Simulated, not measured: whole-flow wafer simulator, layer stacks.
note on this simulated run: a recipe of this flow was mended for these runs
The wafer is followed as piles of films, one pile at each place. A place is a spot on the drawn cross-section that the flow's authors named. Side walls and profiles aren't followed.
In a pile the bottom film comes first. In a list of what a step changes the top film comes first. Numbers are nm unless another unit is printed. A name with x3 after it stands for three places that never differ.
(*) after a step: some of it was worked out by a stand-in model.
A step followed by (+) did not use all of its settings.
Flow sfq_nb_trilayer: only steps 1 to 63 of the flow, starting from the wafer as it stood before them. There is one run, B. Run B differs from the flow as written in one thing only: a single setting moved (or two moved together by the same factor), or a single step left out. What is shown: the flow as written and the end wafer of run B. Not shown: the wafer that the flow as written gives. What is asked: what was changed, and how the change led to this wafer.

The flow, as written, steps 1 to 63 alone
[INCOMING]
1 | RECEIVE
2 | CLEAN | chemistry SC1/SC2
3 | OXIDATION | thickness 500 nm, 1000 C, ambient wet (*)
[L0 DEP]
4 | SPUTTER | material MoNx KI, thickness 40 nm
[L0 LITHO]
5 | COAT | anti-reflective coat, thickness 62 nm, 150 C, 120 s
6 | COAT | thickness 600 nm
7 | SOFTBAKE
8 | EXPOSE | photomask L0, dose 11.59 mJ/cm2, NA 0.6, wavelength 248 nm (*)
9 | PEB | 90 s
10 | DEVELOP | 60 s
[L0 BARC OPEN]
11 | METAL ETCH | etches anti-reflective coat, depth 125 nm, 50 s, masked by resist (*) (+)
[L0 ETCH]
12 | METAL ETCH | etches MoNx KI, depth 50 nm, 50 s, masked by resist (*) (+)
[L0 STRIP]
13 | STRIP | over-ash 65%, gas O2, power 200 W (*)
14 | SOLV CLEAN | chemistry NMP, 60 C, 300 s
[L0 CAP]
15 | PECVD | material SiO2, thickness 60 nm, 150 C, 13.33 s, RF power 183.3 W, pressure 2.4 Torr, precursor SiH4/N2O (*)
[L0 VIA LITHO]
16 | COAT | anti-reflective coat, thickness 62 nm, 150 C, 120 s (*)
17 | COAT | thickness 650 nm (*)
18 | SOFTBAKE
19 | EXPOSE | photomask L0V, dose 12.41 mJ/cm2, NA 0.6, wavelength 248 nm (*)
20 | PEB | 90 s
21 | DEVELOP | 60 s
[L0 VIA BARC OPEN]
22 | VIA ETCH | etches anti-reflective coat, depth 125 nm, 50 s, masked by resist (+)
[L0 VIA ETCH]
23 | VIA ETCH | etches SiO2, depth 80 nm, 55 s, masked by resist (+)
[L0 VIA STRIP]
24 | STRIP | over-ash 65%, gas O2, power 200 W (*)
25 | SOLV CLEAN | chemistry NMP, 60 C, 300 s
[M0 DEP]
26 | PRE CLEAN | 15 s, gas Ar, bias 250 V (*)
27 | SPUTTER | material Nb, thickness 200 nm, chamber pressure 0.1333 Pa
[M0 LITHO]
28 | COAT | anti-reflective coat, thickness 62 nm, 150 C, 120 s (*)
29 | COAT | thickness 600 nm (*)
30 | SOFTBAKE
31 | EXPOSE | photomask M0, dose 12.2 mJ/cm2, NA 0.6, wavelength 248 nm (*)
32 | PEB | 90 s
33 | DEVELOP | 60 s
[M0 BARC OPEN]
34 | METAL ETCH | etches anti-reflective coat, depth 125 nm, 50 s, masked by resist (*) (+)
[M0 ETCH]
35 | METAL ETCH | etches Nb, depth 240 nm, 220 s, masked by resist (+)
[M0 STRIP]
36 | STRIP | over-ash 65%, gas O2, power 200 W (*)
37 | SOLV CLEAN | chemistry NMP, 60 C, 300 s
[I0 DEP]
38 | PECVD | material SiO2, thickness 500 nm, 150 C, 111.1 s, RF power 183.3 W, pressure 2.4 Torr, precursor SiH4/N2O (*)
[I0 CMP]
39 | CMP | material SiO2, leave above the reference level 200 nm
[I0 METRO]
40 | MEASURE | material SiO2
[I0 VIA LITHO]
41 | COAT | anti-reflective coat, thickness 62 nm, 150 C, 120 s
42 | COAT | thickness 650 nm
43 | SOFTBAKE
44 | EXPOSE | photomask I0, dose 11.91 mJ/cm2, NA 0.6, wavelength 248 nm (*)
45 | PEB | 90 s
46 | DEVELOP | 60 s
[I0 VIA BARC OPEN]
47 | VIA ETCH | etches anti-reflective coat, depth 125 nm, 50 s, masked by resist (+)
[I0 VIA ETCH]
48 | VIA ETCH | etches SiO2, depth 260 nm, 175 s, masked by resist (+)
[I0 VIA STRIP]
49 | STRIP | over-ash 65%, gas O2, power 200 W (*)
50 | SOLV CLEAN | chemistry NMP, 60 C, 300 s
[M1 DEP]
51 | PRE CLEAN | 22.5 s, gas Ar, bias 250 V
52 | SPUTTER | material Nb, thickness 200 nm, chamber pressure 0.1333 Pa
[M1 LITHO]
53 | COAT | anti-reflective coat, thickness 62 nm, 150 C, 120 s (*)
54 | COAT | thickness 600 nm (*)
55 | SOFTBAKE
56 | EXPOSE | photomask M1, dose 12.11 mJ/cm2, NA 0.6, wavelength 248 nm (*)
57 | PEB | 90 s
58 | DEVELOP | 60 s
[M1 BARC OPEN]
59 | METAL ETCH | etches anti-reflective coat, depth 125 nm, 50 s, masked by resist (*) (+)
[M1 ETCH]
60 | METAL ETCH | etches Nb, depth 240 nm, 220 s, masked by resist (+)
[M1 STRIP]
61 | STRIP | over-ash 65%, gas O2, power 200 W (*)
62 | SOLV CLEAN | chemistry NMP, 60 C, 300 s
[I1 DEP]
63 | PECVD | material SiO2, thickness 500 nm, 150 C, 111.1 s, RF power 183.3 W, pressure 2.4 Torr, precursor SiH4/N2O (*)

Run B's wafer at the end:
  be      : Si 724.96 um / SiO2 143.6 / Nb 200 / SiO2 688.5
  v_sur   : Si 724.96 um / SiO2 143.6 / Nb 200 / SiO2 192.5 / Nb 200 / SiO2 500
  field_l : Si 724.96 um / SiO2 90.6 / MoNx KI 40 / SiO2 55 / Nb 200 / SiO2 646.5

What caused this: step 3, OXIDATION: 850 C was run, whereas the flow has 1000 C.

Step by step, how the change led to this:
  3 | OXIDATION | thickness 500 nm, 1000 C, ambient wet (*)
      field_l, v_sur, via_wl and 103 more: SiO2 gains 90.6 (new film), chemical SiO2 loses 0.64 (all of it), Si loses 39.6 (in the flow as written it would be: SiO2 gains 500 (new film), chemical SiO2 loses 0.64 (all of it), Si loses 219.7)
